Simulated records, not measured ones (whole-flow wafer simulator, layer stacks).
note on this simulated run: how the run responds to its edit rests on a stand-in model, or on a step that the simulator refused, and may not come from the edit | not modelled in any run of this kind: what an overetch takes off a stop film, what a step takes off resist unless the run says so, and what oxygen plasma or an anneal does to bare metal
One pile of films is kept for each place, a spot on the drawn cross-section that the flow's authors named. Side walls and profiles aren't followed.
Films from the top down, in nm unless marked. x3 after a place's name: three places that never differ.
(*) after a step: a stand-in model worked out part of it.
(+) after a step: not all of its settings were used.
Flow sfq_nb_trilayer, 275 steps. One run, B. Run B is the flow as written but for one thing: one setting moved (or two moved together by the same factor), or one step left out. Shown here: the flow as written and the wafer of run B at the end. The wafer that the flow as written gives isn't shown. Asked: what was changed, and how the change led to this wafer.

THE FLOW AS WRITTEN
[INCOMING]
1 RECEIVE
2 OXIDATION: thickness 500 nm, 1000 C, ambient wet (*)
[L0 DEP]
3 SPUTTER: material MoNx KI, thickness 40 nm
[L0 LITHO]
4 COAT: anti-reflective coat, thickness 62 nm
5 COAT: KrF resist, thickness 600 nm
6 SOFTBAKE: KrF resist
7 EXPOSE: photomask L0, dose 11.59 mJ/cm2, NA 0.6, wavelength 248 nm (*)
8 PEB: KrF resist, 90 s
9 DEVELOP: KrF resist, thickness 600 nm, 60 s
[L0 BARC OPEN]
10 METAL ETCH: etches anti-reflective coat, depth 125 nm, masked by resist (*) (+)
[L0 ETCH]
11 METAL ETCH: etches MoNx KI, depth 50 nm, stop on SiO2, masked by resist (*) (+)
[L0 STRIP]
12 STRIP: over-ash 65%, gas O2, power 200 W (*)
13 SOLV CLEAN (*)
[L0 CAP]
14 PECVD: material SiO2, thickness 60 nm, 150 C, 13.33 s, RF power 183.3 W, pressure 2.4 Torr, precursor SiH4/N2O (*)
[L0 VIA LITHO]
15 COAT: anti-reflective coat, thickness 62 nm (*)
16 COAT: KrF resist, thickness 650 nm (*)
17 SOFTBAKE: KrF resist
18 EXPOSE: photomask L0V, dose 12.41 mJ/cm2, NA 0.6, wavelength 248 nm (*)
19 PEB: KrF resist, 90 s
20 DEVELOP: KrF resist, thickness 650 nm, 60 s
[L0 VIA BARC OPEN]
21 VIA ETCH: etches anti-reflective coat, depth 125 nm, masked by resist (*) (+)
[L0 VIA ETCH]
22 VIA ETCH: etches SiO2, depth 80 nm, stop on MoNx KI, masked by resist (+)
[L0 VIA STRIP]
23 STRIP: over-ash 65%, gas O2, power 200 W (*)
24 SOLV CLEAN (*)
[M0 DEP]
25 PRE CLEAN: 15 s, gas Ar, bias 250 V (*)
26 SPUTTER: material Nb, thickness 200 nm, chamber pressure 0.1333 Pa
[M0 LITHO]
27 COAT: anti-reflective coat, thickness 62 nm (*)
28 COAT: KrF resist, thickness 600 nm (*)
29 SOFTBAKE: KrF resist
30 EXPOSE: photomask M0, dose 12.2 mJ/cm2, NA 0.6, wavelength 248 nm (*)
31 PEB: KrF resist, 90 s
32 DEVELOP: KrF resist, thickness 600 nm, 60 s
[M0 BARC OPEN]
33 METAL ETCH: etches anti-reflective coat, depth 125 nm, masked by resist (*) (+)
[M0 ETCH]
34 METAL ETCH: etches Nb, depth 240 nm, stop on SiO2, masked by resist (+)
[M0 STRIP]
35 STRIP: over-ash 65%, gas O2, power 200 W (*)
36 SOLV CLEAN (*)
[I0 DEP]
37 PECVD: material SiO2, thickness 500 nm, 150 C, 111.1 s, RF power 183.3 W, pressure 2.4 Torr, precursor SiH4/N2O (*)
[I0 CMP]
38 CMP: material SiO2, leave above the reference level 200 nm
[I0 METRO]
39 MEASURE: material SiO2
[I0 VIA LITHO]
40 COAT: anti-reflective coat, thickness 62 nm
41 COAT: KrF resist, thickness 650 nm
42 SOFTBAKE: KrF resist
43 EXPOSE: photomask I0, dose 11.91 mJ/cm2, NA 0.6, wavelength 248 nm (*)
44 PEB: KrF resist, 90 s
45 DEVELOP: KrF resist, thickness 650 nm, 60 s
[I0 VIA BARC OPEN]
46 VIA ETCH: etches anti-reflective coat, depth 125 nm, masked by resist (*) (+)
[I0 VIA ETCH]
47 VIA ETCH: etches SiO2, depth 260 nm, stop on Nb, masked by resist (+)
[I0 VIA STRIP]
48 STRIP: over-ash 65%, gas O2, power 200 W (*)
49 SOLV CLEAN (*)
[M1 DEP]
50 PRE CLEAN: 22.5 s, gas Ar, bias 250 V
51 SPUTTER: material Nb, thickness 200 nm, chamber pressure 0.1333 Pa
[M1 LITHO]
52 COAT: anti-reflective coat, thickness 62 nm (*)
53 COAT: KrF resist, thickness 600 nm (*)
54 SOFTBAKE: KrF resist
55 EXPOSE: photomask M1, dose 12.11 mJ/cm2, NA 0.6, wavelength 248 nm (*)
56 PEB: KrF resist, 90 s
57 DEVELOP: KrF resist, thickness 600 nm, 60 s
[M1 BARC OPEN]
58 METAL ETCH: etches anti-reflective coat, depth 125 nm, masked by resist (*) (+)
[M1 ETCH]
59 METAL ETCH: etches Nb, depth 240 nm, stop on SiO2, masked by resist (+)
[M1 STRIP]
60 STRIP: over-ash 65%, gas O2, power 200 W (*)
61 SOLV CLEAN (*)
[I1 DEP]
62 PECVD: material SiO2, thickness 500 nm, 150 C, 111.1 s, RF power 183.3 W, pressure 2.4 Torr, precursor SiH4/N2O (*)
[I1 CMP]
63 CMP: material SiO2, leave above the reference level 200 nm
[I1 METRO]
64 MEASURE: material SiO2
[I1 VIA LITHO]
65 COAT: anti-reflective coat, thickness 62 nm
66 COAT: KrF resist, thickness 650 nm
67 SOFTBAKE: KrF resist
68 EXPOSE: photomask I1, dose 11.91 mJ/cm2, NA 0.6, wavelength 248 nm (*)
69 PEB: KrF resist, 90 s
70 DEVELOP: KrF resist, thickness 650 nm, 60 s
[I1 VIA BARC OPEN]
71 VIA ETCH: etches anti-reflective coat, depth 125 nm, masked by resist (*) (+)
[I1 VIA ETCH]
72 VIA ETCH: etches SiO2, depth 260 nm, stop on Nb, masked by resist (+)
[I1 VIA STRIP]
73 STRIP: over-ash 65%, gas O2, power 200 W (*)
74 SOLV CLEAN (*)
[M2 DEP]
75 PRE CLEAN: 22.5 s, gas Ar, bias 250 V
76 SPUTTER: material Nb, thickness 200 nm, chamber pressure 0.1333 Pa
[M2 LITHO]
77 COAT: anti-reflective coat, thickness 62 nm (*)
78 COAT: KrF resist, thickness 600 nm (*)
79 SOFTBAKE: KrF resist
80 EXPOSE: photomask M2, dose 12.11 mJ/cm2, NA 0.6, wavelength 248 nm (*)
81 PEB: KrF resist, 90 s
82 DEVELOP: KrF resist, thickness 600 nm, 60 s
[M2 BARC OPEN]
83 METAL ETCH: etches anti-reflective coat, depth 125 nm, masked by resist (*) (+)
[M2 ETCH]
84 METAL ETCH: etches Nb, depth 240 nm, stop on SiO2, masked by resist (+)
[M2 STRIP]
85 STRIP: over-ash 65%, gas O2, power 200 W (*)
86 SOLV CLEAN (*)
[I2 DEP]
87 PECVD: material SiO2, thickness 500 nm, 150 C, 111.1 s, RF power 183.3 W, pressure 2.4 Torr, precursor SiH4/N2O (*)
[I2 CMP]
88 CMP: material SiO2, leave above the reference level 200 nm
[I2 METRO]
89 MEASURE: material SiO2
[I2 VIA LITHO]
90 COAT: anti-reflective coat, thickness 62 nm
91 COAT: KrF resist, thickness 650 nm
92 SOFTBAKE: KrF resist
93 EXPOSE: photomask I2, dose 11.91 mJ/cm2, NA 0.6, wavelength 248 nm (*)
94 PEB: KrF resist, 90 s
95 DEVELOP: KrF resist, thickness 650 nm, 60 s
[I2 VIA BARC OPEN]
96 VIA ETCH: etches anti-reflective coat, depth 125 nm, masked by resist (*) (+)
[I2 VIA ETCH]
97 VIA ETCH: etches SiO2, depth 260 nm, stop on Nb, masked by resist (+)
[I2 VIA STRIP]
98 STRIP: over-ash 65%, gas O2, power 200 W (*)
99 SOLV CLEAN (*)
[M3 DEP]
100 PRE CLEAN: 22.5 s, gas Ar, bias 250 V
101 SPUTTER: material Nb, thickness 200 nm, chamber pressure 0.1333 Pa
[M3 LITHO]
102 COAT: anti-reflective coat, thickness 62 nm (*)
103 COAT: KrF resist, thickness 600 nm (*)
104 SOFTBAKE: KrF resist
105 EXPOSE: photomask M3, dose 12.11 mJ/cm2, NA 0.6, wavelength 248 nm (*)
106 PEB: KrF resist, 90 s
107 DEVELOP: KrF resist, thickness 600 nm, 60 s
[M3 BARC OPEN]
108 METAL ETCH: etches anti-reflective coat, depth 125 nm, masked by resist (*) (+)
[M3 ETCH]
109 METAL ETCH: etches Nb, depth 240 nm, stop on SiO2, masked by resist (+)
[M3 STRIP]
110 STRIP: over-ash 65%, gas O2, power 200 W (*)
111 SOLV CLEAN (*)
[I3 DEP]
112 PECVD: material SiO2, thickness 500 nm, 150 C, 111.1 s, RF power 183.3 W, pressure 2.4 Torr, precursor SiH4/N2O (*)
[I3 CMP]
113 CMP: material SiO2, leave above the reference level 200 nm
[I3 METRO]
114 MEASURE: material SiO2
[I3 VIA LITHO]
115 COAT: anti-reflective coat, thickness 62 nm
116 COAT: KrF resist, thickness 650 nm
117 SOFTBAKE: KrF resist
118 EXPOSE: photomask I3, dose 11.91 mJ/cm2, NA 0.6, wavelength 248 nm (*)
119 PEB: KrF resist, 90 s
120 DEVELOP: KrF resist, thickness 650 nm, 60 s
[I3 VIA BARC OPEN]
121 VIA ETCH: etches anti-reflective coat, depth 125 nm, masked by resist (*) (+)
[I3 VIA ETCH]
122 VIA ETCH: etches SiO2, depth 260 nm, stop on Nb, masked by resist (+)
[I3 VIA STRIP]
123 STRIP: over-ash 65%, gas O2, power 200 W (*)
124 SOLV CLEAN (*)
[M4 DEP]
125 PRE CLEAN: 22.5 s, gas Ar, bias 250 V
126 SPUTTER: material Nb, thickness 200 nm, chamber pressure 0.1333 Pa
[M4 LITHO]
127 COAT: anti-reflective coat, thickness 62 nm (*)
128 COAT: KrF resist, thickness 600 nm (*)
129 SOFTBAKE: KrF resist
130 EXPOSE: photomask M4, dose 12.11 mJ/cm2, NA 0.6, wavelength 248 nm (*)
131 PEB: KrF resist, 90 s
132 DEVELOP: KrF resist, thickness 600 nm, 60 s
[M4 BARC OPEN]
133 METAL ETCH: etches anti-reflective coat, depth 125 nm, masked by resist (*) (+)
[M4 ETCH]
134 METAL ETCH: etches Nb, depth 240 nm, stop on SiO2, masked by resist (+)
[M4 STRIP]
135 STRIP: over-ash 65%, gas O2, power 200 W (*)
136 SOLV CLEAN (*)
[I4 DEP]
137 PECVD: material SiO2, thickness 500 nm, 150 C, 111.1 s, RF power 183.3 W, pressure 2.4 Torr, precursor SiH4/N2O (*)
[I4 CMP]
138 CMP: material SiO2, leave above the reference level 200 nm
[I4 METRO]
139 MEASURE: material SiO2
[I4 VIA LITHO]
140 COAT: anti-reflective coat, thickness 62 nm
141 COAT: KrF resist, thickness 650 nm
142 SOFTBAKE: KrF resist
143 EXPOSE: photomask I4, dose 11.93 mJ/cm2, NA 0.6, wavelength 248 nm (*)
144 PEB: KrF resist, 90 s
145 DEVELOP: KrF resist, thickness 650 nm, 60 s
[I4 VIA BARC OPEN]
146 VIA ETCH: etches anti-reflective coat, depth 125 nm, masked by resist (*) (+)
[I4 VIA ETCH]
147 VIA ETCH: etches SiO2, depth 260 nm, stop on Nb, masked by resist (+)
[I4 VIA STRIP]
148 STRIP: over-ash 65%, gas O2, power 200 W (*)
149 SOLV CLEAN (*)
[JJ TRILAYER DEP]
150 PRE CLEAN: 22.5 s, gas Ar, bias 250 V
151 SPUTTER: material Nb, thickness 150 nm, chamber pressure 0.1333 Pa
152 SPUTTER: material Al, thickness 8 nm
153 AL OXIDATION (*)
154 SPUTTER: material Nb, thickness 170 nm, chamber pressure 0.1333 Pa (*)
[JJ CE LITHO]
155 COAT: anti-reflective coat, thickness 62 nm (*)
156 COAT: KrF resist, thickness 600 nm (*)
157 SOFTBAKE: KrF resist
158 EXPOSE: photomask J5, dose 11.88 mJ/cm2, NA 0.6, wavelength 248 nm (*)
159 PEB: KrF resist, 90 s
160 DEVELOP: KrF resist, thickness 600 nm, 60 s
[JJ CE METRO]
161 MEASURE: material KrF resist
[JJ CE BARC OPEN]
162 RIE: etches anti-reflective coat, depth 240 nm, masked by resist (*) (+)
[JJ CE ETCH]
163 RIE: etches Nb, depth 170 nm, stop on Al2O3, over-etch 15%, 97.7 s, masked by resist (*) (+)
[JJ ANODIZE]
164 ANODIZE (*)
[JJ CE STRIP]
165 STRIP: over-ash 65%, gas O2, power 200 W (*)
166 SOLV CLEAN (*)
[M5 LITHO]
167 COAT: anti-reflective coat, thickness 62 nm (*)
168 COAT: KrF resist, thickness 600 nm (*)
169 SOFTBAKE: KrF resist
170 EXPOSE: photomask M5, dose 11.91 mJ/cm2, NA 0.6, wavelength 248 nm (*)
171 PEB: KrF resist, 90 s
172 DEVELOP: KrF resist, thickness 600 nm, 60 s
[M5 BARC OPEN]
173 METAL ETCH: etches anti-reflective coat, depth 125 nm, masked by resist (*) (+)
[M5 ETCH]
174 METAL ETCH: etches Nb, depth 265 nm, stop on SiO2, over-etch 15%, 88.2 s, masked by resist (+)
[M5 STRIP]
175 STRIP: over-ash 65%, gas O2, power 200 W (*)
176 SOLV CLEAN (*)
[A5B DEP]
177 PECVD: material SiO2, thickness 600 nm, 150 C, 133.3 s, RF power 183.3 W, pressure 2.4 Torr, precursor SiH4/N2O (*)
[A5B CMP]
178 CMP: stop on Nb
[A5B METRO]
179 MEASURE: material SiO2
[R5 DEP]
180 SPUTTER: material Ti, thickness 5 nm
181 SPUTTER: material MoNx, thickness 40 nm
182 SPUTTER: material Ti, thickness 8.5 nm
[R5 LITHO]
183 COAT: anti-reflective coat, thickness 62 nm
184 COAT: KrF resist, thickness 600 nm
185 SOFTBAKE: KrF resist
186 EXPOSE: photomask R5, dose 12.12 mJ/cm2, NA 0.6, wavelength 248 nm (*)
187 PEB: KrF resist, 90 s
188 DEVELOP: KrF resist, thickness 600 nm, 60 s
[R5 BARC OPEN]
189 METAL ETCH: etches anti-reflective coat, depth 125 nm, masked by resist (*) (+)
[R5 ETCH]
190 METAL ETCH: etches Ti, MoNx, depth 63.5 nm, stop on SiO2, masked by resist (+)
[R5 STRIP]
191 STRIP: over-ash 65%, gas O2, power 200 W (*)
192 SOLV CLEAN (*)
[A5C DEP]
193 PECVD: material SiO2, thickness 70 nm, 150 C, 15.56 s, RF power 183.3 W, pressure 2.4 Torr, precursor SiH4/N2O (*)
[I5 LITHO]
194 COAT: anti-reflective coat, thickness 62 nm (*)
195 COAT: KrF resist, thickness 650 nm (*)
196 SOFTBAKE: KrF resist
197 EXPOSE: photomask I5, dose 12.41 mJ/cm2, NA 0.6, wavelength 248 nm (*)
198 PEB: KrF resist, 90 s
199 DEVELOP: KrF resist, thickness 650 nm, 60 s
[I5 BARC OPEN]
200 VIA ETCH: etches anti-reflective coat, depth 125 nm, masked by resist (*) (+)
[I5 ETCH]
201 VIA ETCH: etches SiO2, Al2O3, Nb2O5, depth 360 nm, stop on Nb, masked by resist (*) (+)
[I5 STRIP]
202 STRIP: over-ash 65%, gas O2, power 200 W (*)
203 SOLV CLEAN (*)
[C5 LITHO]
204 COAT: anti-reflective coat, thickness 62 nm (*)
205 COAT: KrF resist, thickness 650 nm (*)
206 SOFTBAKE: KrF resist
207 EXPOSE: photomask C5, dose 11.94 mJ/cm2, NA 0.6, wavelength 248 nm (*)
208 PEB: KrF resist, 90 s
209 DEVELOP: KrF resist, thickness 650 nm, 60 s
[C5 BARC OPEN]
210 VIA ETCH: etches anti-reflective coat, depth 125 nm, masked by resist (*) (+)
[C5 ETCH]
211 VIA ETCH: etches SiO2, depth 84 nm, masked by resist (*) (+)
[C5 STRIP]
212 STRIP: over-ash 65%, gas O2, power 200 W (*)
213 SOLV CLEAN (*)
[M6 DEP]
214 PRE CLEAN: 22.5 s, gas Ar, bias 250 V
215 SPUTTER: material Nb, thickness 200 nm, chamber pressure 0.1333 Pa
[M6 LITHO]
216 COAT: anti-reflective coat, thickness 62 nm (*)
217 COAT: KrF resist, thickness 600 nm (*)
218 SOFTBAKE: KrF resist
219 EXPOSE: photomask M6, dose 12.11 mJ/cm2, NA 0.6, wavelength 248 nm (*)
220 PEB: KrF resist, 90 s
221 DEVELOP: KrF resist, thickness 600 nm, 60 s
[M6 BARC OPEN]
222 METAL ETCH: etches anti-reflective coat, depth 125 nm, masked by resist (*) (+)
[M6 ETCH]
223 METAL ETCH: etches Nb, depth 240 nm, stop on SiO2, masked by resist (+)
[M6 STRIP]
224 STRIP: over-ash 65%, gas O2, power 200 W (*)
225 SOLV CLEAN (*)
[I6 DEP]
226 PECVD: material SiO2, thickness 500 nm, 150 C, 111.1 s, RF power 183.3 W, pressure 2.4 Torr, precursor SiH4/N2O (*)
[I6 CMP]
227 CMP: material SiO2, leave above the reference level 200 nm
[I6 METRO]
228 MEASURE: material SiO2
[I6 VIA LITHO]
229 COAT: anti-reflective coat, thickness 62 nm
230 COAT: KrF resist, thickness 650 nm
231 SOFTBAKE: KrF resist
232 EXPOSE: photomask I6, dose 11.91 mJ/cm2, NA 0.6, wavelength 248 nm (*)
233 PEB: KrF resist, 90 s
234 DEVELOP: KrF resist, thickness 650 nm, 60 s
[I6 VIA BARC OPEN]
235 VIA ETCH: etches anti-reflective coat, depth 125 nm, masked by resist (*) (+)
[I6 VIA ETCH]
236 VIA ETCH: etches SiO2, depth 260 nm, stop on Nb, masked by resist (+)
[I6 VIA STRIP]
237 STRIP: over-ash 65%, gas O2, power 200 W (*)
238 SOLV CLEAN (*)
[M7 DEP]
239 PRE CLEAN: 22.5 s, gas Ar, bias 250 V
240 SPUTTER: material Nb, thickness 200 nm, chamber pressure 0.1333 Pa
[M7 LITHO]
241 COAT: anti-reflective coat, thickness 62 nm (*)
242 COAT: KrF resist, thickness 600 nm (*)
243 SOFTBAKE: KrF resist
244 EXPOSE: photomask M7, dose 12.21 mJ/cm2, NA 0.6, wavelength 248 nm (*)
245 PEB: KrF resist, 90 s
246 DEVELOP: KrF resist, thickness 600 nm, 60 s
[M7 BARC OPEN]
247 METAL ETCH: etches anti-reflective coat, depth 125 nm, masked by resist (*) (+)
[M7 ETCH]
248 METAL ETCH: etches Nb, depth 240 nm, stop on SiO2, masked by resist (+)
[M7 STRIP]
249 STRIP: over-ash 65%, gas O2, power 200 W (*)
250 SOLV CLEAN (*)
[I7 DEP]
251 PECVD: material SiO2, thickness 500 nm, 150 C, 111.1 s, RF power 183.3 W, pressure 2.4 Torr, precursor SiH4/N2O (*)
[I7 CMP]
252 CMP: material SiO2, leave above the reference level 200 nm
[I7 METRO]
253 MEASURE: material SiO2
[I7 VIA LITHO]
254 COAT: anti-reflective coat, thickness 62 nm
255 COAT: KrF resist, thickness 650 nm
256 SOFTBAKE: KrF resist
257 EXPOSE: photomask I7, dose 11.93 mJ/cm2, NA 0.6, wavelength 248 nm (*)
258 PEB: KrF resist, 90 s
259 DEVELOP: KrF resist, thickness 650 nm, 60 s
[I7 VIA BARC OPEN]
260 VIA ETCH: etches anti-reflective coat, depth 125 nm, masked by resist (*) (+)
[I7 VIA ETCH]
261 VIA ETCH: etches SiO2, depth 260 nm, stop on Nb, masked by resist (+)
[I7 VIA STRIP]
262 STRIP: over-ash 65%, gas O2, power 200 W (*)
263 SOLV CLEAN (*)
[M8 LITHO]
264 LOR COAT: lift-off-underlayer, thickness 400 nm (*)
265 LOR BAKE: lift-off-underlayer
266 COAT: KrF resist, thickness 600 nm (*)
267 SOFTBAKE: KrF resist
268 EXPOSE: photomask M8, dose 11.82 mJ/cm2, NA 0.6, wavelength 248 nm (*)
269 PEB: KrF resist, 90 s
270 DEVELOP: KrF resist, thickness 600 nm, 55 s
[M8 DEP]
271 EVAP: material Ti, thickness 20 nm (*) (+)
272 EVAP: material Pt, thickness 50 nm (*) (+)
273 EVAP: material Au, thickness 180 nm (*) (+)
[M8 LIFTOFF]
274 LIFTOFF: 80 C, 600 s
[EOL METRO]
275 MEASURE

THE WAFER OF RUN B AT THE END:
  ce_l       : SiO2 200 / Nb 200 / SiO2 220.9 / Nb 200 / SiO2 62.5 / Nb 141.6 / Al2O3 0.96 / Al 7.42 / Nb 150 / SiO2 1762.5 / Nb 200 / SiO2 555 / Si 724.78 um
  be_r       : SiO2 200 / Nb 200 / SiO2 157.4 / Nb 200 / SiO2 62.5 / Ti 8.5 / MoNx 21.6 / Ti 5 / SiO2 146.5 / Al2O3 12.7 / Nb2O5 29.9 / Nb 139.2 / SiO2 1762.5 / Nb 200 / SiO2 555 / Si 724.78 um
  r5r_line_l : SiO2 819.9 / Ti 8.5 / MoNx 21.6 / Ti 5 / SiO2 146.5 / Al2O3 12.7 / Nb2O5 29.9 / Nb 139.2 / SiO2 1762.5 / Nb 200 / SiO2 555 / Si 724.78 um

The cause: step 181, SPUTTER: thickness 21.6 nm was run, where the flow has thickness 40 nm.
It can be read off the wafer: be_r has MoNx 21.6, and step 181 as written asks for 40 nm.

How the change led to this, step by step:
  181 SPUTTER: material MoNx, thickness 40 nm
      field_l, v_sur, via_wl and 103 more: MoNx +21.6 (new film) (as written it would be: MoNx +40 (new film))
  190 METAL ETCH: etches Ti, MoNx, depth 63.5 nm, stop on SiO2, masked by resist (+)
      field_l, v_sur, via_wl and 92 more: Ti -8.5 (all of it), MoNx -21.6 (all of it), Ti -5 (all of it) (as written it would be: Ti -8.5 (all of it), MoNx -40 (all of it), Ti -5 (all of it))
      ce_l, c5j, ce_r, wl_jj: Ti -8.5 (all of it), MoNx -21.6 (all of it), Ti -5 (all of it), Nb -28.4 (as written it would be: Ti -8.5 (all of it), MoNx -40 (all of it), Ti -5 (all of it), Nb -10)
  194 COAT: anti-reflective coat, thickness 62 nm (*)
      wl_j_sl, wl_j_sr: anti-reflective coat +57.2 (new film) (as written it would be: anti-reflective coat +60.2 (new film))
      r5r_spacepad_l, r5r_spacepad_r: anti-reflective coat +76.5 (new film) (as written it would be: anti-reflective coat +84.4 (new film))
      (and at 15 more places)
  202 STRIP: over-ash 65%, gas O2, power 200 W (*)
      wl_j_sl, wl_j_sr: KrF resist -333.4 (all of it), anti-reflective coat -57.2 (all of it) (as written it would be: KrF resist -333.3 (all of it), anti-reflective coat -60.2 (all of it))
      r5r_spacepad_l, r5r_spacepad_r: KrF resist -334.9 (all of it), anti-reflective coat -76.5 (all of it) (as written it would be: KrF resist -335.6 (all of it), anti-reflective coat -84.4 (all of it))
      (and at 15 more places)
  204 COAT: anti-reflective coat, thickness 62 nm (*)
      wl_j_sl, wl_j_sr: anti-reflective coat +57.2 (new film) (as written it would be: anti-reflective coat +60.2 (new film))
      r5r_spacepad_l, r5r_spacepad_r: anti-reflective coat +76.5 (new film) (as written it would be: anti-reflective coat +84.4 (new film))
      (and at 15 more places)
  210 VIA ETCH: etches anti-reflective coat, depth 125 nm, masked by resist (*) (+)
      field_l, v_sur, via_wl and 101 more: KrF resist -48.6 (as written it would be: KrF resist -47.4)
      c5j: anti-reflective coat -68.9 (all of it), SiO2 -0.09 (as written it would be: anti-reflective coat -63.9 (all of it), SiO2 -0.11)
      (and at 1 more place)
  212 STRIP: over-ash 65%, gas O2, power 200 W (*)
      wl_j_sl, wl_j_sr: KrF resist -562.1 (all of it), anti-reflective coat -57.2 (all of it) (as written it would be: KrF resist -563.4 (all of it), anti-reflective coat -60.2 (all of it))
      r5r_spacepad_l, r5r_spacepad_r: KrF resist -563.6 (all of it), anti-reflective coat -76.5 (all of it) (as written it would be: KrF resist -565.8 (all of it), anti-reflective coat -84.4 (all of it))
      (and at 13 more places)
  216 COAT: anti-reflective coat, thickness 62 nm (*)
      r5r_line_l, r5r_line_c, r5r_line_r: anti-reflective coat +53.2 (new film) (as written it would be: anti-reflective coat +50 (new film))
      wl_j_sl, wl_j_sr: anti-reflective coat +57.3 (new film) (as written it would be: anti-reflective coat +60.2 (new film))
      (and at 14 more places)
  222 METAL ETCH: etches anti-reflective coat, depth 125 nm, masked by resist (*) (+)
      r5r_line_l, r5r_line_c, r5r_line_r: anti-reflective coat -53.2 (all of it) (as written it would be: anti-reflective coat -50 (all of it))
      r5r_spacepad_l, r5r_spacepad_r: anti-reflective coat -77 (all of it) (as written it would be: anti-reflective coat -85.7 (all of it))
      (and at 2 more places)
  224 STRIP: over-ash 65%, gas O2, power 200 W (*)
      wl_j_sl, wl_j_sr: KrF resist -382.4 (all of it), anti-reflective coat -57.3 (all of it) (as written it would be: KrF resist -382.5 (all of it), anti-reflective coat -60.2 (all of it))
      jj_sur: KrF resist -377.4 (all of it), anti-reflective coat -52.8 (all of it) (as written it would be: KrF resist -378.5 (all of it), anti-reflective coat -56.1 (all of it))
      (and at 9 more places)
  226 PECVD: material SiO2, thickness 500 nm, 150 C, 111.1 s, RF power 183.3 W, pressure 2.4 Torr, precursor SiH4/N2O (*)
      r5r_spacepad_l, r5r_spacepad_r: SiO2 +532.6 (as written it would be: SiO2 +553.5)
  227 CMP: material SiO2, leave above the reference level 200 nm
      ce_l, ce_r, wl_jj: SiO2 -271.6 (as written it would be: SiO2 -290)
      be_r, r_sur, r_end: SiO2 -335.1 (as written it would be: SiO2 -353.5)
      (and at 7 more places)
